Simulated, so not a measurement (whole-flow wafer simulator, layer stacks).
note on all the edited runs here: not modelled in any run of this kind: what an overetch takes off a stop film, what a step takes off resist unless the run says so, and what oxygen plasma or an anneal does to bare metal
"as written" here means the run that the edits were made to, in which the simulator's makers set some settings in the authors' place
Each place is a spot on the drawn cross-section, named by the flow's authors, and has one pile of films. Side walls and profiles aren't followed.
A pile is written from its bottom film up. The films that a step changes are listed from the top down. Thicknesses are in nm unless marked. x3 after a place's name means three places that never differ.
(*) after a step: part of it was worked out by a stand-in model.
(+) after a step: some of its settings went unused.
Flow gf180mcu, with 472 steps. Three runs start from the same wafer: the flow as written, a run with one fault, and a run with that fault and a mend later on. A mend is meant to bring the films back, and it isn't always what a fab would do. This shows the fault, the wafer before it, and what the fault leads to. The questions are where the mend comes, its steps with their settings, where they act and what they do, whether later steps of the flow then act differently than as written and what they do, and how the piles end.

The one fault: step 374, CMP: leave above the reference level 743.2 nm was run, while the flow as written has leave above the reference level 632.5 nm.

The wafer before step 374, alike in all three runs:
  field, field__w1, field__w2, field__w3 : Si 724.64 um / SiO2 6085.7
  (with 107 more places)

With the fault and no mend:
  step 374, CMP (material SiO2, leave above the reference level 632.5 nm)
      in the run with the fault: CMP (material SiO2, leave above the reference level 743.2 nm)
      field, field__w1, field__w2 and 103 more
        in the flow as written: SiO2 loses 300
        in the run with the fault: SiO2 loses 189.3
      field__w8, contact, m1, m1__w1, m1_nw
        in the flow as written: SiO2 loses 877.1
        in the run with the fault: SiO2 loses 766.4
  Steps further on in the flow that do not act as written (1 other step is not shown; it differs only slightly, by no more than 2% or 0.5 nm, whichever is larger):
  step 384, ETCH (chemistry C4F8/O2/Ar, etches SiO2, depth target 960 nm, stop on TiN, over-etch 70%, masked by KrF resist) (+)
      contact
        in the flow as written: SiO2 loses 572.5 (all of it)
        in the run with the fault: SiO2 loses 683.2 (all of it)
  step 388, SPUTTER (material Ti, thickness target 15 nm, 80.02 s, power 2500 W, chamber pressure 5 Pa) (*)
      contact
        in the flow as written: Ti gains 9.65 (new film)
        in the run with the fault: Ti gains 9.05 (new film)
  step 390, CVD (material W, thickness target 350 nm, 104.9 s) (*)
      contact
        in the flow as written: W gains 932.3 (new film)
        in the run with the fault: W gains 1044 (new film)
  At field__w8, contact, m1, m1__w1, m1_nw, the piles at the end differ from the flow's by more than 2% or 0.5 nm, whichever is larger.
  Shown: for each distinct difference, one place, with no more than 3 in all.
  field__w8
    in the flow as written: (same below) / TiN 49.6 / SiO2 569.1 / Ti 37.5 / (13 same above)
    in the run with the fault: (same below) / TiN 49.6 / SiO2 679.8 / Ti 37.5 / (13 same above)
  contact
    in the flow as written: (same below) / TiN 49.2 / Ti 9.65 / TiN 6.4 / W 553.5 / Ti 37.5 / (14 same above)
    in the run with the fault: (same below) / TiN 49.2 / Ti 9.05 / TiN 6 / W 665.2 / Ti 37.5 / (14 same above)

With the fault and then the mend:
  The mend follows step 374.
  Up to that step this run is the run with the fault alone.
  step 374a, CMP (material SiO2, leave above the reference level 632.5 nm) (the flow's step 374, run once more)
      field, field__w1, field__w2 and 108 more
        SiO2 loses 110.7
  None of the later steps of the flow acts differently than as written at any place that is followed.
  The piles end the same as the flow's at every place that both follow.
